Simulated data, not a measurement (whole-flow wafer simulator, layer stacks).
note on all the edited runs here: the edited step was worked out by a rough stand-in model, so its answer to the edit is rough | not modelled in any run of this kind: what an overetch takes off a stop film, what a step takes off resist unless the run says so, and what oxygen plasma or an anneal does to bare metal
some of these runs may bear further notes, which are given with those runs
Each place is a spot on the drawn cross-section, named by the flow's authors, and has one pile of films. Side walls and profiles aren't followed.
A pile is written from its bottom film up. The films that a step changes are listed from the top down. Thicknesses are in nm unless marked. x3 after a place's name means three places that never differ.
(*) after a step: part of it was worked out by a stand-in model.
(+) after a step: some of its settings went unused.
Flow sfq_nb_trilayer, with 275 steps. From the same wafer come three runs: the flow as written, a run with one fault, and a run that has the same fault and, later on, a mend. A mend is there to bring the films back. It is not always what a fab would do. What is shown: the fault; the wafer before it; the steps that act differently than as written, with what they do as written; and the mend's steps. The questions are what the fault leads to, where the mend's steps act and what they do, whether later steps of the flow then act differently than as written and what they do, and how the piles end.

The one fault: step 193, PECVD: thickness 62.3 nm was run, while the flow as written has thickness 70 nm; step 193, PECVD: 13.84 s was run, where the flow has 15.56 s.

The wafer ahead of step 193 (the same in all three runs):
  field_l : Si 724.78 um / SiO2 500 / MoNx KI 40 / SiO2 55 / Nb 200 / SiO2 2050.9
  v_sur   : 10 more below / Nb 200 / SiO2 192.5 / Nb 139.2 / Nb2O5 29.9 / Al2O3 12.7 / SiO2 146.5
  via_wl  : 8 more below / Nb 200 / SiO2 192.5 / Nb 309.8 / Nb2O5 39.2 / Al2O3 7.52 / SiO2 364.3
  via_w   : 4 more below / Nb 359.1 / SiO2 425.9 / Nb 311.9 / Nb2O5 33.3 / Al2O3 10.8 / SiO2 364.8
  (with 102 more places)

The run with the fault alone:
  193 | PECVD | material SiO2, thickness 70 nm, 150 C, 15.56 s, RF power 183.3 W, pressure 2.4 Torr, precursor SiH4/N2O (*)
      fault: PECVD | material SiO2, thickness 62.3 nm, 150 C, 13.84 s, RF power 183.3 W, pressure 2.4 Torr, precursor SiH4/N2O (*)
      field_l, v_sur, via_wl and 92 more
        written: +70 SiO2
        fault: +62.3 SiO2
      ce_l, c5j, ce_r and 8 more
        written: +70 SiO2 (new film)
        fault: +62.3 SiO2 (new film)
  Steps further on in the flow that do not act as written (14 more steps, not shown, differ only slightly: by at most 2% or 0.5 nm, whichever is larger):
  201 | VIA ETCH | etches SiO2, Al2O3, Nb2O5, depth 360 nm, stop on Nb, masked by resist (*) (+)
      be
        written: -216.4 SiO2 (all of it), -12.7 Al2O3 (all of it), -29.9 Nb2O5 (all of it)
        fault: -208.7 SiO2 (all of it), -12.7 Al2O3 (all of it), -29.9 Nb2O5 (all of it)
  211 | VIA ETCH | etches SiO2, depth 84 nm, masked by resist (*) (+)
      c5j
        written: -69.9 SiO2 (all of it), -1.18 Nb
        fault: -62.2 SiO2 (all of it), -1.82 Nb
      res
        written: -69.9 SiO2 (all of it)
        fault: -62.2 SiO2 (all of it)
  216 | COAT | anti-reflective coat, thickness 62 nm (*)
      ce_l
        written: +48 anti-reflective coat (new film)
        fault: +49.9 anti-reflective coat (new film)
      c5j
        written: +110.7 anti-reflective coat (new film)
        fault: +105.7 anti-reflective coat (new film)
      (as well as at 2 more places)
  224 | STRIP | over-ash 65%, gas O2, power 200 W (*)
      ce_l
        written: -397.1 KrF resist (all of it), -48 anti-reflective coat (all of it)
        fault: -396.1 KrF resist (all of it), -49.9 anti-reflective coat (all of it)
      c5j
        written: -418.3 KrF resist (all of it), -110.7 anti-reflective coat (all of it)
        fault: -414.8 KrF resist (all of it), -105.7 anti-reflective coat (all of it)
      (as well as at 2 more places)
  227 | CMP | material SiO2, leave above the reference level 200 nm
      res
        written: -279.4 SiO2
        fault: -288.6 SiO2
  At v_sur, via_sp, via_v and 16 more, the piles at the end differ from the flow's by more than 2% or 0.5 nm, whichever is larger.
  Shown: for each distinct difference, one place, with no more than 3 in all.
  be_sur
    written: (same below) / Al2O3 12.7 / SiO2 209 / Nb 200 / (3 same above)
    fault: (same below) / Al2O3 12.7 / SiO2 201.3 / Nb 200 / (3 same above)
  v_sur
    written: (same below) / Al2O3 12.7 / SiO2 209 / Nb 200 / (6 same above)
    fault: (same below) / Al2O3 12.7 / SiO2 201.3 / Nb 200 / (6 same above)
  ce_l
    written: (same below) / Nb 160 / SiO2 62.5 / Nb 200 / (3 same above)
    fault: (same below) / Nb 160 / SiO2 54.8 / Nb 200 / (3 same above)

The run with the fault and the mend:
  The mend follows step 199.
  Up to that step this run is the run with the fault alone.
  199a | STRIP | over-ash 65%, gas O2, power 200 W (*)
      p4_fl x3, p4_w1 x9, p4_g1 x2 and 33 more
        -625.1 KrF resist (all of it), -62 anti-reflective coat (all of it)
      wl_b_m5, wl_b_sr, wl_c_sl and 12 more
        -625 KrF resist (all of it), -62 anti-reflective coat (all of it)
      field_l, v_sur, via_wl, via_w
        -625.7 KrF resist (all of it), -62.2 anti-reflective coat (all of it)
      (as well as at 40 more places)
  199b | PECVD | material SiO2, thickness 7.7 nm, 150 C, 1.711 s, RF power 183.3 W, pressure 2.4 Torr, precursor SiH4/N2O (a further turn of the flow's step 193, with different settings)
      field_l, v_sur, via_wl and 103 more
        +7.7 SiO2
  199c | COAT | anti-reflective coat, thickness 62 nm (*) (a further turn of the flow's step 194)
      p4_fl x3, p4_w1 x9, p4_g1 x2 and 50 more
        +62 anti-reflective coat (new film)
      via_wr, via_sp, via_v, wire, lsp_r, l0_sur, l0v
        +62.3 anti-reflective coat (new film)
      be, be_sur, gap, lsp_m, ln_m6
        +62.4 anti-reflective coat (new film)
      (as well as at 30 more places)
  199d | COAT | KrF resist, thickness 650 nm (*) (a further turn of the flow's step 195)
      p4_fl x3, p4_w1 x9, p4_g1 x2 and 33 more
        +650 KrF resist (new film)
      wl_b_m5, wl_b_sr, wl_c_sl and 12 more
        +649.9 KrF resist (new film)
      v_sur, via_wl, via_w
        +650.6 KrF resist (new film)
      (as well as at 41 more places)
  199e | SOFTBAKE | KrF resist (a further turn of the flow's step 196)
      does not change any film at any place that is followed
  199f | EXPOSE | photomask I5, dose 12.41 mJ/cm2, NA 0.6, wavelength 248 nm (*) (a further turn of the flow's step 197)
      does not change any film at any place that is followed
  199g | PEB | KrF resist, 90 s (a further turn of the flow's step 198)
      field_l, v_sur, via_wl and 87 more
        -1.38 KrF resist
      jj_sur, ce_l, sp_r, moat, field_r, wl_jj
        -1.39 KrF resist
      be_r, r_sur, res, r_end
        -1.33 KrF resist
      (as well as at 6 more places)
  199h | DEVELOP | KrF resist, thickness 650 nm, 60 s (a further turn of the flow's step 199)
      field_l, v_sur, via_wl and 102 more
        -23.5 KrF resist
      be
        -649.8 KrF resist (all of it)
  None of the later steps of the flow differs from how it acts as written, at any place that is followed, by more than 2% or 0.5 nm, whichever is larger.
  The piles end only slightly different from the flow's at the places that both follow, by no more than 2% or 0.5 nm, whichever is larger.
